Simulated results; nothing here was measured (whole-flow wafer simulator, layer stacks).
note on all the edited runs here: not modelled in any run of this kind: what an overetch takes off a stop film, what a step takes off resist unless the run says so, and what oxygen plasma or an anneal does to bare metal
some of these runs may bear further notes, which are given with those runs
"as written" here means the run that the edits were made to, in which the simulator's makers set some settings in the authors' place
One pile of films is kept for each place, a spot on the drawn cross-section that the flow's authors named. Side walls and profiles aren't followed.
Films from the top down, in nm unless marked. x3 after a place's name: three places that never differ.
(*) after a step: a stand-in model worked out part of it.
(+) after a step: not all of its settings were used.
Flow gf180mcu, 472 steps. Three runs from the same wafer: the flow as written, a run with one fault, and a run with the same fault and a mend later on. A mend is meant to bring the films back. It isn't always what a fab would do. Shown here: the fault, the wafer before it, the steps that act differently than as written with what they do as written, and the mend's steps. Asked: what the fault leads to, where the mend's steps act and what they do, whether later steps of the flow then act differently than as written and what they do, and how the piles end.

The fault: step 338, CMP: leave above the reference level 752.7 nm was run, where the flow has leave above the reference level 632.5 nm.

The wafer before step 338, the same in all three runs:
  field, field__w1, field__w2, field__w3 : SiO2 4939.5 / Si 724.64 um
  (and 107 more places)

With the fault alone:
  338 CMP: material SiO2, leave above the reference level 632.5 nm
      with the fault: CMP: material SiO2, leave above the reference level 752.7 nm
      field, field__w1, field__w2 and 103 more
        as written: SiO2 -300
        with the fault: SiO2 -179.8
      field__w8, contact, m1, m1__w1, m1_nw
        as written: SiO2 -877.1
        with the fault: SiO2 -756.9
  Later steps of the flow that act differently than as written (1 more step differs only slightly, by at most 2% or 0.5 nm, whichever is larger, and isn't shown):
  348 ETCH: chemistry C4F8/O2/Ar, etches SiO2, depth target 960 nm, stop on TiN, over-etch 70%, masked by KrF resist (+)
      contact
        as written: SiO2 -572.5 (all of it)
        with the fault: SiO2 -692.7 (all of it)
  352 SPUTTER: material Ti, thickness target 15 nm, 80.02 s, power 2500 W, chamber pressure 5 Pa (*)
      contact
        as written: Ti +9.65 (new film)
        with the fault: Ti +9 (new film)
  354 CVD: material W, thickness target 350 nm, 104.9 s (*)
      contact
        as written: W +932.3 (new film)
        with the fault: W +1053.6 (new film)
  At the end the piles differ from the flow's by more than 2% or 0.5 nm, whichever is larger, at field__w4, field__w8, contact, m1, m1__w1, mim, mim_1p0, m1_nw.
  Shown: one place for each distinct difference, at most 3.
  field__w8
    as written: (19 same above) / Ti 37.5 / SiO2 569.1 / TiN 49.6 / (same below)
    with the fault: (19 same above) / Ti 37.5 / SiO2 689.3 / TiN 49.6 / (same below)
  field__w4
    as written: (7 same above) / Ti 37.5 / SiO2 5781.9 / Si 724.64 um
    with the fault: (7 same above) / Ti 37.5 / SiO2 5902.1 / Si 724.64 um
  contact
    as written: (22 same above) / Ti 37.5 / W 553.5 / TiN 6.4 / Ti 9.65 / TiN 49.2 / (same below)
    with the fault: (22 same above) / Ti 37.5 / W 674.8 / TiN 5.97 / Ti 9 / TiN 49.2 / (same below)

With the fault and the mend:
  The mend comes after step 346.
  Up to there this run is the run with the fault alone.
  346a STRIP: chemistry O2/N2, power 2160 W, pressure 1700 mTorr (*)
      field, field__w1, field__w2 and 107 more
        KrF resist -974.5 (all of it), anti-reflective coat -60 (all of it)
      contact
        anti-reflective coat -60 (all of it)
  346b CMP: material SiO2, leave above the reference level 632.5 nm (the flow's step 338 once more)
      field, field__w1, field__w2 and 108 more
        SiO2 -120.2
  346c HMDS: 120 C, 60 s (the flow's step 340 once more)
      changes no film at any place that is followed
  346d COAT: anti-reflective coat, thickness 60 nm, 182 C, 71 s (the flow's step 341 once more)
      field, field__w1, field__w2 and 108 more
        anti-reflective coat +60 (new film)
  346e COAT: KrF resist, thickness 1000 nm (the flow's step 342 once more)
      field, field__w1, field__w2 and 108 more
        KrF resist +1000 (new film)
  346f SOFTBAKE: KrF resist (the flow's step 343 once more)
      changes no film at any place that is followed
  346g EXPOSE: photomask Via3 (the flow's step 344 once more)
      changes no film at any place that is followed
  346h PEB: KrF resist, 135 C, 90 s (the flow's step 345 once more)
      field, field__w1, field__w2 and 108 more
        KrF resist -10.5
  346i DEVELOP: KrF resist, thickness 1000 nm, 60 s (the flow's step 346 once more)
      field, field__w1, field__w2 and 107 more
        KrF resist -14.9
      contact
        KrF resist -989.5 (all of it)
  No later step of the flow acts differently than as written at any place that is followed.
  At the end the piles are the same as the flow's at every place that both follow.
